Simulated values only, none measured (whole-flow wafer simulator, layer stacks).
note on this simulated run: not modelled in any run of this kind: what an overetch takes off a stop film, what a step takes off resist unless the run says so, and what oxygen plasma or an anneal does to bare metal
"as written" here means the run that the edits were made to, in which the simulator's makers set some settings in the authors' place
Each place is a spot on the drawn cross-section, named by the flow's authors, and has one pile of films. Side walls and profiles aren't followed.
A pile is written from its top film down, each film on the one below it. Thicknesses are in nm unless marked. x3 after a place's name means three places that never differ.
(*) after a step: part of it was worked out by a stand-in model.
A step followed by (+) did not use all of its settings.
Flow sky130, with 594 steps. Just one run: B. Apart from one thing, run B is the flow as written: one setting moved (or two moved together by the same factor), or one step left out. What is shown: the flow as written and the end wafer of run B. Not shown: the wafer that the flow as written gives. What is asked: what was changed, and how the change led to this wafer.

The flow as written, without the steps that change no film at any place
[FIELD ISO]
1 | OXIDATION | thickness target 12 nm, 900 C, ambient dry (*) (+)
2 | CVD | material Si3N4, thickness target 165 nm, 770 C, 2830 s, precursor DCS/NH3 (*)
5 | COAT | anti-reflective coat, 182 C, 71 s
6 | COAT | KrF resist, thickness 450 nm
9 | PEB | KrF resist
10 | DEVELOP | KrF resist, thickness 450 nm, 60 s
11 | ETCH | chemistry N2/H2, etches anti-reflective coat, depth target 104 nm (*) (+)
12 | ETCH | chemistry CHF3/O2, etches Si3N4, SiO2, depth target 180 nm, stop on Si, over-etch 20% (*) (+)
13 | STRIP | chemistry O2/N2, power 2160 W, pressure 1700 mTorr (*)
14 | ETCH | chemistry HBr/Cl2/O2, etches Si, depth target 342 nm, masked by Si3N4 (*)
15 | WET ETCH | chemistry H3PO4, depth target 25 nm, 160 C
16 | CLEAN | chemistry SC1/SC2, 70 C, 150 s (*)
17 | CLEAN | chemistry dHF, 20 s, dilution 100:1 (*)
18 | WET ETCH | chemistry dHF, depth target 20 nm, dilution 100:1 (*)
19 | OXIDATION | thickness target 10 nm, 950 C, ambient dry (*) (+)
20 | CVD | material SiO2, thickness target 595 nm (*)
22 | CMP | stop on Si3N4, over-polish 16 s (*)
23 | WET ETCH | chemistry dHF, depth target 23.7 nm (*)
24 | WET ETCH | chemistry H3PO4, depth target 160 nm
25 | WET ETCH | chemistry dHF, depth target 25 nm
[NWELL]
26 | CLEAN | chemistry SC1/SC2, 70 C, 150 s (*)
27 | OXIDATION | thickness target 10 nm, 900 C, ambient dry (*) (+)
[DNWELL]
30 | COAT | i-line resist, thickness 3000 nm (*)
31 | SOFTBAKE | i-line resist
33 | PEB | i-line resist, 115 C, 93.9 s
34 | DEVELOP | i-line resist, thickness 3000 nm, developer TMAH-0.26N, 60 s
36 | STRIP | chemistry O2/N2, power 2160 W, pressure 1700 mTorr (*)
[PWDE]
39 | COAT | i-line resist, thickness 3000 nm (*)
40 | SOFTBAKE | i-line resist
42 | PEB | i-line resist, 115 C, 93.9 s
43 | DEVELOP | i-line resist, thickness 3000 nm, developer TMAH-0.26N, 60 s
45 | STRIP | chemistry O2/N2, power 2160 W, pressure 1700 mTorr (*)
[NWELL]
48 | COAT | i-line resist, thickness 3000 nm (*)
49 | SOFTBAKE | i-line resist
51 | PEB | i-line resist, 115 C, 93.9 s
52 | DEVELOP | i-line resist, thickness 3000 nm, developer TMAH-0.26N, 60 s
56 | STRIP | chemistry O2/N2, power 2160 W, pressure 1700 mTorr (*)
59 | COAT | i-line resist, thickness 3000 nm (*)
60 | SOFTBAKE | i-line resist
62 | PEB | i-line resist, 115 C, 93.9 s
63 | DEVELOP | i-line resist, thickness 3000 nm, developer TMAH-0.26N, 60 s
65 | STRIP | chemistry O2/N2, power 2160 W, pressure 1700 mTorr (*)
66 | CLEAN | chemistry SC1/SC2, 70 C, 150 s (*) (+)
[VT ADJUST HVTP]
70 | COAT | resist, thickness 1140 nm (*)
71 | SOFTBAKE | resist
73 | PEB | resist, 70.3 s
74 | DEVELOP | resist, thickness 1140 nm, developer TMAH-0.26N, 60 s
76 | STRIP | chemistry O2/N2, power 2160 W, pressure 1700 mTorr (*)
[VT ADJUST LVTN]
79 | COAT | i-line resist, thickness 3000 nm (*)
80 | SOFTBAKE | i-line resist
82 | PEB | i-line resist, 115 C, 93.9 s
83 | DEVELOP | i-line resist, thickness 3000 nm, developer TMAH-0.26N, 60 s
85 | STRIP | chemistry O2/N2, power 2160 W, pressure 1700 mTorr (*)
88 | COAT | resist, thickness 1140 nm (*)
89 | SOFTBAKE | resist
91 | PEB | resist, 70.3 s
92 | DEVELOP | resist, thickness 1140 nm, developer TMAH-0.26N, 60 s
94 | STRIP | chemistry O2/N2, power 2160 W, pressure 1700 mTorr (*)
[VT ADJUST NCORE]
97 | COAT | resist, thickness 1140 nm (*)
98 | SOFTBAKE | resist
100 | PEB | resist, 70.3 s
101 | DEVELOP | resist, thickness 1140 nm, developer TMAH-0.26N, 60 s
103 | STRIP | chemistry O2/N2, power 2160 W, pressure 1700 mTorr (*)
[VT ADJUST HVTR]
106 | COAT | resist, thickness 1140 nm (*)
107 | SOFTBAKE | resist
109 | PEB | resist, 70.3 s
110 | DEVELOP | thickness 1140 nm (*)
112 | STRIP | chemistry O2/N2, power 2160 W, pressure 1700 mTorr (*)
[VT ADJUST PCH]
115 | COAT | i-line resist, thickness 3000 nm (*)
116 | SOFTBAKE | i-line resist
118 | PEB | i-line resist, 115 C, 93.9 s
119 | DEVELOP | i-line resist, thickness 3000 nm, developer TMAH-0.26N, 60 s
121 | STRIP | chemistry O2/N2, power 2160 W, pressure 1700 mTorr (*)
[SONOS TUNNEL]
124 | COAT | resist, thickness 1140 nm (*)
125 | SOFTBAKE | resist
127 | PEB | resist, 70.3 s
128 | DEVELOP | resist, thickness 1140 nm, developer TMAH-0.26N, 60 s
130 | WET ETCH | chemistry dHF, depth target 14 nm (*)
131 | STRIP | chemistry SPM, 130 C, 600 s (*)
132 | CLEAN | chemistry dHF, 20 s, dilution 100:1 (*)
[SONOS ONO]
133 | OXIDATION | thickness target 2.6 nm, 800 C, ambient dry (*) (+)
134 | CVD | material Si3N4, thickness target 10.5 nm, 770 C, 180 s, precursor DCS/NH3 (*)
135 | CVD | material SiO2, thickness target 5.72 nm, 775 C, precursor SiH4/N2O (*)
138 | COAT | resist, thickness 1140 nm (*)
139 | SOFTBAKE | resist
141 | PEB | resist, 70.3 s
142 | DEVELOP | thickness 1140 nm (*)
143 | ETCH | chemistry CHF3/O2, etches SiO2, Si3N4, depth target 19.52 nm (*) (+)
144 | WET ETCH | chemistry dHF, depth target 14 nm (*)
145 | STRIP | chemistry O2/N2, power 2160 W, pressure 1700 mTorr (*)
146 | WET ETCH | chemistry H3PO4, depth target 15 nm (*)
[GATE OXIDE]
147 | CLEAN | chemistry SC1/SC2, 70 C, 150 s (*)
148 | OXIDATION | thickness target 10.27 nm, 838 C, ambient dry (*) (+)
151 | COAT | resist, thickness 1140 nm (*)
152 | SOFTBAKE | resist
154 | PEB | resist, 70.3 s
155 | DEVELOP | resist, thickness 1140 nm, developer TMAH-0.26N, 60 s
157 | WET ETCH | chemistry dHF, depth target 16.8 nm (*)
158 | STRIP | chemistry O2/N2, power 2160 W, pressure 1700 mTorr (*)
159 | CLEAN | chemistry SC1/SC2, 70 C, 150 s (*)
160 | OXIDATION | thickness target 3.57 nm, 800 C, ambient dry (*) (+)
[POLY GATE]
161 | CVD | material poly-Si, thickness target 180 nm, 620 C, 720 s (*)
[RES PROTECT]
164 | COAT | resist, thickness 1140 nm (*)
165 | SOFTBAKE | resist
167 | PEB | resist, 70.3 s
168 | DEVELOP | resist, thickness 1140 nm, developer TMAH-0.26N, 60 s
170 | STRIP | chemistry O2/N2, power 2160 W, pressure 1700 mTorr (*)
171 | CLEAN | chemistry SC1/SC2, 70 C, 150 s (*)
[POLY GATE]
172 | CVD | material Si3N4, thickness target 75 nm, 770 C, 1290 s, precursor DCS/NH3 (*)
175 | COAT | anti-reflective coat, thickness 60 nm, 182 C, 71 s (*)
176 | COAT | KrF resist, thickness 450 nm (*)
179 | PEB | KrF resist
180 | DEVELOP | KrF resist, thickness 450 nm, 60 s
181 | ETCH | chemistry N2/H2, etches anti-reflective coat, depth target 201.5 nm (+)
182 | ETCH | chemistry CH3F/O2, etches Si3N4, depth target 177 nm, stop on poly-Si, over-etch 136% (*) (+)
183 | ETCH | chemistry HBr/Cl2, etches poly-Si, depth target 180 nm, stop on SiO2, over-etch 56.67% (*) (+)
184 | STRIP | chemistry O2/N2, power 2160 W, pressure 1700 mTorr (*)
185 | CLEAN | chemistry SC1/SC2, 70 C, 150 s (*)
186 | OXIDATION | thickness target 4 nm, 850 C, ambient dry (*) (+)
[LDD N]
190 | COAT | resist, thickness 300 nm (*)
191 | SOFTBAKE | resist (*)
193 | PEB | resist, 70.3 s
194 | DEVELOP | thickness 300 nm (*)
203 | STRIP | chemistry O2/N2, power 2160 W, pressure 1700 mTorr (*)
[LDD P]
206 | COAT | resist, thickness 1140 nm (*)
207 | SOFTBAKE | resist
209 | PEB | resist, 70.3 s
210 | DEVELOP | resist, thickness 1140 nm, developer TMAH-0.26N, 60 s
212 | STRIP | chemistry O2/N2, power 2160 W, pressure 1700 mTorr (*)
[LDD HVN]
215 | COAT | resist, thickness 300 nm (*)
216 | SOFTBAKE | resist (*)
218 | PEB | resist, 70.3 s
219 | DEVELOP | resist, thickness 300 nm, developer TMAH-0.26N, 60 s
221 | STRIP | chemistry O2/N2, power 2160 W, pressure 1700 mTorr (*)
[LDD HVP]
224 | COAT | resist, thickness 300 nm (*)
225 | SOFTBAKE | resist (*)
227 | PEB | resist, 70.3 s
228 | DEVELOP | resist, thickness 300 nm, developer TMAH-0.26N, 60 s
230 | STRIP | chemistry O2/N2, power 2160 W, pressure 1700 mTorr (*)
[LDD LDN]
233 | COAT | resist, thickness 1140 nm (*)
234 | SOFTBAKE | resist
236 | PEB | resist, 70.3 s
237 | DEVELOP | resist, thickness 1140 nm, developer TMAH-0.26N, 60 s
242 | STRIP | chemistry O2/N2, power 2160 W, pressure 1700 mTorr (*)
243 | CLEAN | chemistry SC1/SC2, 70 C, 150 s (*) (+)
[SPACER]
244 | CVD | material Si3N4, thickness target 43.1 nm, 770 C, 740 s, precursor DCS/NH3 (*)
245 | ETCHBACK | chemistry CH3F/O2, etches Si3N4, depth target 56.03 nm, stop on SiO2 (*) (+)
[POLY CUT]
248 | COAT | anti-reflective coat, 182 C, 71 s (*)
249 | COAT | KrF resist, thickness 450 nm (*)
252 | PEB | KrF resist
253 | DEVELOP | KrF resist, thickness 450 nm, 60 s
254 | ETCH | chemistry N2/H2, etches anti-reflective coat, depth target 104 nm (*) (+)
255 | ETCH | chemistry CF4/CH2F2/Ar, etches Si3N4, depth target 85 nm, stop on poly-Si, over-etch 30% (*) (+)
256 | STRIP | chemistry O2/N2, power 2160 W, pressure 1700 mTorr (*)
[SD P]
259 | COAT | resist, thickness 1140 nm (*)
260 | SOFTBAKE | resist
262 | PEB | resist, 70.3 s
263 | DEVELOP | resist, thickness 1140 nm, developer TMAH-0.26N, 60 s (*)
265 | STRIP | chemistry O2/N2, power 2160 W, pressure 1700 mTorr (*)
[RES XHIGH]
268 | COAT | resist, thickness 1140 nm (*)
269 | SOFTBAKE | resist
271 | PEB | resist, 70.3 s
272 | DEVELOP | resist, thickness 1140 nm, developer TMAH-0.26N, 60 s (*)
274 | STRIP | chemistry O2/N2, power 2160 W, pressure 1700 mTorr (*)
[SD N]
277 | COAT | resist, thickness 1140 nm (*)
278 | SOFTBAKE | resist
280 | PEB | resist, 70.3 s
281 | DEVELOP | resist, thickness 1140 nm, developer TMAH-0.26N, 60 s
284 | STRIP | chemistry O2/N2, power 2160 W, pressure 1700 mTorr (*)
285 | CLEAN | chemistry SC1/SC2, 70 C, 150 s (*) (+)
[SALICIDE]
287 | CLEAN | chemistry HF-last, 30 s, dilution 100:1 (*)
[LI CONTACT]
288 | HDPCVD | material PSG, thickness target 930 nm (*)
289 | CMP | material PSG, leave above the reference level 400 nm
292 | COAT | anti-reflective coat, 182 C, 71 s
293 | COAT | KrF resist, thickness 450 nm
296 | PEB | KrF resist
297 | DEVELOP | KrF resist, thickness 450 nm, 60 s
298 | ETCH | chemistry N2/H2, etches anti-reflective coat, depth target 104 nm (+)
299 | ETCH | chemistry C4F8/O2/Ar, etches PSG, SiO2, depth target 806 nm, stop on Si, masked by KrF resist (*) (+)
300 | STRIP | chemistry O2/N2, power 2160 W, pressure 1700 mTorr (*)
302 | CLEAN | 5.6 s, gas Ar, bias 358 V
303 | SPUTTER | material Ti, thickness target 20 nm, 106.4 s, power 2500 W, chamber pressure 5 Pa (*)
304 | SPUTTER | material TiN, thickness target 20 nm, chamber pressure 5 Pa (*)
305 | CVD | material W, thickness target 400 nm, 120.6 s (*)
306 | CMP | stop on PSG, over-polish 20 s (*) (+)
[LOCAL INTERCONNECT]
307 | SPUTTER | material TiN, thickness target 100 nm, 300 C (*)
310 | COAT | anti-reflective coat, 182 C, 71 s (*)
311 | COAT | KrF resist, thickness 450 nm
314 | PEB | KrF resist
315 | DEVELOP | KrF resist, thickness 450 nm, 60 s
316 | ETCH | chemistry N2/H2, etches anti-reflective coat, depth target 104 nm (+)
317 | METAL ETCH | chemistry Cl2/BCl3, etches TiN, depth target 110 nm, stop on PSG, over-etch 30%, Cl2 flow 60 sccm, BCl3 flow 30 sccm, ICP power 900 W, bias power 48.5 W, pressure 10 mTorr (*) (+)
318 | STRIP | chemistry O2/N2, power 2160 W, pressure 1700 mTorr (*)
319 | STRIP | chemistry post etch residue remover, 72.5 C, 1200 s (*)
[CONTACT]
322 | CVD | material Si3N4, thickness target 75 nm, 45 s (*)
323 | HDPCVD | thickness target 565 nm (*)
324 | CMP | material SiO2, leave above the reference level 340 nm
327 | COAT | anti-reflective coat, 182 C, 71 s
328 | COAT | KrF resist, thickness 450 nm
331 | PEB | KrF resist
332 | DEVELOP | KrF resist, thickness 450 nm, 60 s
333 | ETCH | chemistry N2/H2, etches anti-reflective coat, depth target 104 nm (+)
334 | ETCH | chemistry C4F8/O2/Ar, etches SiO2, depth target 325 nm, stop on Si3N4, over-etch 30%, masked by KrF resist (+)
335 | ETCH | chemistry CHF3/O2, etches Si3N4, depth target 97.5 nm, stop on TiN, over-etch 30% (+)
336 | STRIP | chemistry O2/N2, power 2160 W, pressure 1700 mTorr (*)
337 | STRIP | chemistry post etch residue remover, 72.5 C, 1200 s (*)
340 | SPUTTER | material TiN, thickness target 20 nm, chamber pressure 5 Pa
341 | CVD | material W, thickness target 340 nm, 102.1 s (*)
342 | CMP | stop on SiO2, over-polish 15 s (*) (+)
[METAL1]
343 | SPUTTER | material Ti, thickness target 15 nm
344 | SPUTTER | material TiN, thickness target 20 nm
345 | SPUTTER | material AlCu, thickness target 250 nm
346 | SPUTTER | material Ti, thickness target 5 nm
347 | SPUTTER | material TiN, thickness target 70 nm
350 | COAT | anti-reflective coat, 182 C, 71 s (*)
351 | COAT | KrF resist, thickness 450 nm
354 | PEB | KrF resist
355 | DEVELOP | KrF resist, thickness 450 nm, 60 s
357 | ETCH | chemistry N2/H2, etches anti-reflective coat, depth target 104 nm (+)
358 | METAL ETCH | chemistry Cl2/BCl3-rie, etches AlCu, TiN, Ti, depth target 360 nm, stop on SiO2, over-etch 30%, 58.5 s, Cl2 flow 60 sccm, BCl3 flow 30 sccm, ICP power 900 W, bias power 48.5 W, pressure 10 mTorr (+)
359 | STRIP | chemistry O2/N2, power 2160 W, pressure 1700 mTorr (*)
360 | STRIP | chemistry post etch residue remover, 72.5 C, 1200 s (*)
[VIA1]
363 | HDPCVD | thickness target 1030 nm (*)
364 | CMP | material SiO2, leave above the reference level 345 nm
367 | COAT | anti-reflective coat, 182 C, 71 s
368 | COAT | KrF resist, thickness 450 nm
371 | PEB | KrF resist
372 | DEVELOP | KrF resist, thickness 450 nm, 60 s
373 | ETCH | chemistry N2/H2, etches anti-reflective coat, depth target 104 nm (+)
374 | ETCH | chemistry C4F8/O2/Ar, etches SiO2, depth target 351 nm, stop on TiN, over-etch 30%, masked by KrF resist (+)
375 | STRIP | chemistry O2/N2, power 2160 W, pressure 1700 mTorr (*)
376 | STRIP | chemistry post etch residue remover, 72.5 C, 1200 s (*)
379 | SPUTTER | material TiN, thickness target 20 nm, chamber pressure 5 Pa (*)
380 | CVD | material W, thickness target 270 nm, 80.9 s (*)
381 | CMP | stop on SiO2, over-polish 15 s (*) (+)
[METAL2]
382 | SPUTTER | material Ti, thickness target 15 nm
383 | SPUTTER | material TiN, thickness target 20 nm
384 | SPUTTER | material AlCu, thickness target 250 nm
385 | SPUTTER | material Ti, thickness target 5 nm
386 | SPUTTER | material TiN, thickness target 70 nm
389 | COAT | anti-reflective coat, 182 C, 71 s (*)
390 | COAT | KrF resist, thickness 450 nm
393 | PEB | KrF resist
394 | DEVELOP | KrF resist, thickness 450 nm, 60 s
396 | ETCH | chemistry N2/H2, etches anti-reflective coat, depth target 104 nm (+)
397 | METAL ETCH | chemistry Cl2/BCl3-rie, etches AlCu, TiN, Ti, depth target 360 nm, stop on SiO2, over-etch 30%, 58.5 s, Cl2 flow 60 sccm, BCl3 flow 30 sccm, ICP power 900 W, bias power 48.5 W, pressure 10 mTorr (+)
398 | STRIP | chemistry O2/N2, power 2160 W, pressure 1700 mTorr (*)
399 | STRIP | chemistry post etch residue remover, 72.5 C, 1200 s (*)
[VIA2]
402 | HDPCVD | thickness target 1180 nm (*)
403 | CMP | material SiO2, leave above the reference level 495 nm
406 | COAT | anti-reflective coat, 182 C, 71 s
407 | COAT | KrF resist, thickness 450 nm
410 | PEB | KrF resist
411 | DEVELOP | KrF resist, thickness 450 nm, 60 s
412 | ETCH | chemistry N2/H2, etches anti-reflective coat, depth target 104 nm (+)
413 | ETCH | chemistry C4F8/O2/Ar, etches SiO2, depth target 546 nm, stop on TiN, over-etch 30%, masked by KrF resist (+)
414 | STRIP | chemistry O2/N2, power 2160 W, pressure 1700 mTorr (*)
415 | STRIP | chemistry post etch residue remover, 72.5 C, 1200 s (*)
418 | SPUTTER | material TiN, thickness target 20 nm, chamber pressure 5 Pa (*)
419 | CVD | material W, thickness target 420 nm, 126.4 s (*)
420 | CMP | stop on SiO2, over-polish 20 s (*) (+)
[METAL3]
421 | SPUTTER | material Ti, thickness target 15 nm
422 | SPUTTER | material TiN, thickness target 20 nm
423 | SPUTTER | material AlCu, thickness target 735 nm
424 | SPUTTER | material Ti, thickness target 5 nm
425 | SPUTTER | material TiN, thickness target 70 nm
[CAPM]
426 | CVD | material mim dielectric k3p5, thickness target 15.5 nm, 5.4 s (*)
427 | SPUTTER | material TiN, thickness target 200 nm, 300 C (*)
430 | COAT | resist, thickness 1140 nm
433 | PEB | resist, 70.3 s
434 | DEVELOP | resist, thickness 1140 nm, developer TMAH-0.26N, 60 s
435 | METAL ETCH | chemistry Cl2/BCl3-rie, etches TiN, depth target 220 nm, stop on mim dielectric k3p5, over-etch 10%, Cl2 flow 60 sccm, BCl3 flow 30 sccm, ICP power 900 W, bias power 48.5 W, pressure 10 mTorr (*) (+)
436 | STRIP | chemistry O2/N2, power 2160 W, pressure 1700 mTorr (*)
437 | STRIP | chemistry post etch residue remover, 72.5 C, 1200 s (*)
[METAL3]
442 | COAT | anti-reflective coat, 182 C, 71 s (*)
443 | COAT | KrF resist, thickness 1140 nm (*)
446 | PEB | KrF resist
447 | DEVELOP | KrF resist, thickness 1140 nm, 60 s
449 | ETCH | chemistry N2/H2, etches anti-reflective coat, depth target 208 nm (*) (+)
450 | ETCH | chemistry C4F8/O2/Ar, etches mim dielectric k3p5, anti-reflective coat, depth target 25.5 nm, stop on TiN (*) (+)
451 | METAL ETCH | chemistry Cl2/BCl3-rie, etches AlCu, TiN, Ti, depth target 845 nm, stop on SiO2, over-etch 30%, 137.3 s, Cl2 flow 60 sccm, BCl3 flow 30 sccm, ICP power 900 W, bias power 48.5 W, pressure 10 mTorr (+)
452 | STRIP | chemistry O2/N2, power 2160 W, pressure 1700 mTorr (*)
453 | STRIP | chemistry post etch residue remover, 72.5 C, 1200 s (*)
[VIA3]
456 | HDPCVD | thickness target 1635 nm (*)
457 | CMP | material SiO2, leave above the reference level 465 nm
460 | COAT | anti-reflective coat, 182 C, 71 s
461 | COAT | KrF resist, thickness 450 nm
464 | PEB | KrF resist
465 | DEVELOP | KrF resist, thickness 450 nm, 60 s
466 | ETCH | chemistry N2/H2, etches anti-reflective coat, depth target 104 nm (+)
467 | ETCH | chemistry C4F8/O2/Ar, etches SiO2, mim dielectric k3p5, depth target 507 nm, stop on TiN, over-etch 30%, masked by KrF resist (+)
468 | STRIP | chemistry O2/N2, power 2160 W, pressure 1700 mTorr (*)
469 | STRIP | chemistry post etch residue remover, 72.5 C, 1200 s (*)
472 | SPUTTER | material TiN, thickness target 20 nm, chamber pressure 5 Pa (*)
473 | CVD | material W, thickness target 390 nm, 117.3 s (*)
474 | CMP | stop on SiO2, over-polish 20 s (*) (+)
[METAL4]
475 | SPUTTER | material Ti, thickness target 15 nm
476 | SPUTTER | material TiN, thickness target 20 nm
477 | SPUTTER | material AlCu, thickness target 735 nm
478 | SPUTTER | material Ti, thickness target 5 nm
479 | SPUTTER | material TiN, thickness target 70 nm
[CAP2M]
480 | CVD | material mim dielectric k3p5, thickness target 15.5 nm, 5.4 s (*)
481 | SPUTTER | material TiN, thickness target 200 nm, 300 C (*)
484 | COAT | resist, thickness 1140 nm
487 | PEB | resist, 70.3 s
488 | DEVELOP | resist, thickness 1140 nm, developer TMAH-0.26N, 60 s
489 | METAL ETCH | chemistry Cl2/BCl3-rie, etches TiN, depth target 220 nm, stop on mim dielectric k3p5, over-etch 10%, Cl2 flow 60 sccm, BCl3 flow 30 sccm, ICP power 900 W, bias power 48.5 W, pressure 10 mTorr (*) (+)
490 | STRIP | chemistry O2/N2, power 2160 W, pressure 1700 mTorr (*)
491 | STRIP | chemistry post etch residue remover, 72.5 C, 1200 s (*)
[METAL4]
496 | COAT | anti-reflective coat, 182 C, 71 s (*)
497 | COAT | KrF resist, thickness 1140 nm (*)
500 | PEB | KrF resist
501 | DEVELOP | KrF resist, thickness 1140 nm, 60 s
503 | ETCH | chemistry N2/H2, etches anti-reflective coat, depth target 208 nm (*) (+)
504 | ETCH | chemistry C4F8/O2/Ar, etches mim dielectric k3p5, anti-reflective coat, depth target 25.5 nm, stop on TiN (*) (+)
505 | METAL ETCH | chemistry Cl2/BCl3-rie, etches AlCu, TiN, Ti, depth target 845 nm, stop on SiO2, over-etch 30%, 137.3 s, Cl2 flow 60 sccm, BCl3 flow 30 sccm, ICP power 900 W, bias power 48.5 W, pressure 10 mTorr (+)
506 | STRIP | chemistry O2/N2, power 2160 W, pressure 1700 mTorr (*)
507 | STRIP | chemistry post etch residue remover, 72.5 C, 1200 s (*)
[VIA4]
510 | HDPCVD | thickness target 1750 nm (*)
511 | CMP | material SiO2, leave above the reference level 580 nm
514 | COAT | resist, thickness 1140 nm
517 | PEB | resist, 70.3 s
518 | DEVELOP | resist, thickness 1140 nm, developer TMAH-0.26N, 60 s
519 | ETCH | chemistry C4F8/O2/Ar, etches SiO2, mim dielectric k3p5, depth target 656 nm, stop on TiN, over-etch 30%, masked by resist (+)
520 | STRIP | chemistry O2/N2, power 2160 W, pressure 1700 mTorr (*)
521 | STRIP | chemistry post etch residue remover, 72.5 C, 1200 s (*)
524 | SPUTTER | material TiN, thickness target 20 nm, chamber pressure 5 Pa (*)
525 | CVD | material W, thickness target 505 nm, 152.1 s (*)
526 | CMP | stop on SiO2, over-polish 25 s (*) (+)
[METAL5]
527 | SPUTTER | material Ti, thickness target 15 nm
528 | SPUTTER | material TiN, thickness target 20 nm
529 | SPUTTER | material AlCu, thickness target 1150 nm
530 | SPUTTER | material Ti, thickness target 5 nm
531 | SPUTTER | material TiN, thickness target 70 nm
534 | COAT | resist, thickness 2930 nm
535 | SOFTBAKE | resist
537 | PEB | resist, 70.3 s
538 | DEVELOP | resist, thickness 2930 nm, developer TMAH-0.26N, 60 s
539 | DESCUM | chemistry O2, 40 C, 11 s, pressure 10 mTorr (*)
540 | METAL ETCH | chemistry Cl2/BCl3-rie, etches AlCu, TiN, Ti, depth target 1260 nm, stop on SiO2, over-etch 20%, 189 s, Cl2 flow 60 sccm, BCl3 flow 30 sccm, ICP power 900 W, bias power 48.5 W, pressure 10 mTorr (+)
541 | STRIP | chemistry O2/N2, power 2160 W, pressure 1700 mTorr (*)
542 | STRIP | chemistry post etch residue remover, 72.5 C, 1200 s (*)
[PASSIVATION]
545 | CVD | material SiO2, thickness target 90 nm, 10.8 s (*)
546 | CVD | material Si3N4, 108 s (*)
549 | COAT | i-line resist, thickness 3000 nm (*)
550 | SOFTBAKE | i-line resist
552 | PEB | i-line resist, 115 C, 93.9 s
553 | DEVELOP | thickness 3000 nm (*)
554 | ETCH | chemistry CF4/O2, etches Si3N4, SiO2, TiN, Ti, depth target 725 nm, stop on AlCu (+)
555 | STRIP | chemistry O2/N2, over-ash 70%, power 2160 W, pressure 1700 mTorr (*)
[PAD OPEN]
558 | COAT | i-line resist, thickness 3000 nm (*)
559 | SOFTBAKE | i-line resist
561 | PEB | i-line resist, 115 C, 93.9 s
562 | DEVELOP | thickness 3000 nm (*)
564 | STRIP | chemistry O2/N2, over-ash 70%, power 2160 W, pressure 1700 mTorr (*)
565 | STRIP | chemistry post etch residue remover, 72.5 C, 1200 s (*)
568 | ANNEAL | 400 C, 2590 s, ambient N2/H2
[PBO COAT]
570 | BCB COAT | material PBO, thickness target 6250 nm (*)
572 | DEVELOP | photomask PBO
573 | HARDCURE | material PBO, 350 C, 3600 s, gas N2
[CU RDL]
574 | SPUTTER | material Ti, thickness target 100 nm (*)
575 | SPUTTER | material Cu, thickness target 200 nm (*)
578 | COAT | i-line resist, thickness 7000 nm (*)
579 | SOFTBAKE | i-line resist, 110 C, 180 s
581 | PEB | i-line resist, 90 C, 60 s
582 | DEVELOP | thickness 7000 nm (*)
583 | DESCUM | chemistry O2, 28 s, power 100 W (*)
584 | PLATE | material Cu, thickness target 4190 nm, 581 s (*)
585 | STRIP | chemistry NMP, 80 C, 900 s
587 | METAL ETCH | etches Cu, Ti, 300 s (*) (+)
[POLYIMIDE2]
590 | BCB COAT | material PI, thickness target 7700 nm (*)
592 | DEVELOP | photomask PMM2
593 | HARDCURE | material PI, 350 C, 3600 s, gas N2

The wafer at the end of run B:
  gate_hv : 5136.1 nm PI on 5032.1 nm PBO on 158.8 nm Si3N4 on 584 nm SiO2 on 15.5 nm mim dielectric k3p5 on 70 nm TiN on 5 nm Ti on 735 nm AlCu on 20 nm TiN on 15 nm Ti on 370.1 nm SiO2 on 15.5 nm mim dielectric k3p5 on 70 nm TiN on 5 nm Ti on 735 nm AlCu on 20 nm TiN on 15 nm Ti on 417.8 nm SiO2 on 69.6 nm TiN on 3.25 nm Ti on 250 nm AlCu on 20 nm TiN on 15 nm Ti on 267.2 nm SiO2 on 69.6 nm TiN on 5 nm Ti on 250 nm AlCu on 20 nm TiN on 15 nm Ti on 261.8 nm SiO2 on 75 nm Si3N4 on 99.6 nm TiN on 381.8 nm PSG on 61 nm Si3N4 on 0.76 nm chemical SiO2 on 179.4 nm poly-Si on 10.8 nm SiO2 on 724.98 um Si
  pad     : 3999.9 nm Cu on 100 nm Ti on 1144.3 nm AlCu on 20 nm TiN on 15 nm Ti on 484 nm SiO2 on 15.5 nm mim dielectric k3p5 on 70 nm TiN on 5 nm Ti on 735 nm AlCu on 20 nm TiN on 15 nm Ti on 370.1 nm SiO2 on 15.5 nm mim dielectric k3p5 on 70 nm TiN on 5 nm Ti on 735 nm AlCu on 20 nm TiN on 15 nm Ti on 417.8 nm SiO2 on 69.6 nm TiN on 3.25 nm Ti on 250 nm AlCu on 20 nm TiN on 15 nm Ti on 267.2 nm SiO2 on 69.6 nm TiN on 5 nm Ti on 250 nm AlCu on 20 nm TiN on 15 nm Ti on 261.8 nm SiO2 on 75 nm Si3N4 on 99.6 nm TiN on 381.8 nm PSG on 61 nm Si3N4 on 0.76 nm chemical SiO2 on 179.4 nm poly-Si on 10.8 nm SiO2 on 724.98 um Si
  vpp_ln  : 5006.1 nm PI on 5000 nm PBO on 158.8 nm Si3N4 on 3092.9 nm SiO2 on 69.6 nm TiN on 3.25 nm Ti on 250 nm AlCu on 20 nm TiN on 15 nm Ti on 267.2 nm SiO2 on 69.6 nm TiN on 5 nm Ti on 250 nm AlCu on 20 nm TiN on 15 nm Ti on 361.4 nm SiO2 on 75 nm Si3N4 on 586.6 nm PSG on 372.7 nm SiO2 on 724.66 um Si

What caused this: step 385, SPUTTER: thickness target 3.25 nm was run, whereas the flow has thickness target 5 nm.
The wafer itself shows it: gate_hv has Ti 3.25, and step 385 as written asks for 5 nm.

The path from the change to this, step by step:
  385 | SPUTTER | material Ti, thickness target 5 nm
      field, active, n_well and 188 more: +3.25 Ti (new film) (in the flow as written it would be: +5 Ti (new film))
  397 | METAL ETCH | chemistry Cl2/BCl3-rie, etches AlCu, TiN, Ti, depth target 360 nm, stop on SiO2, over-etch 30%, 58.5 s, Cl2 flow 60 sccm, BCl3 flow 30 sccm, ICP power 900 W, bias power 48.5 W, pressure 10 mTorr (+)
      field, active, gate and 82 more: -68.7 TiN (all of it), -3.25 Ti (all of it), -250 AlCu (all of it), -20 TiN (all of it), -15 Ti (all of it), -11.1 SiO2 (in the flow as written it would be: -68.7 TiN (all of it), -5 Ti (all of it), -250 AlCu (all of it), -20 TiN (all of it), -15 Ti (all of it), -10.9 SiO2)
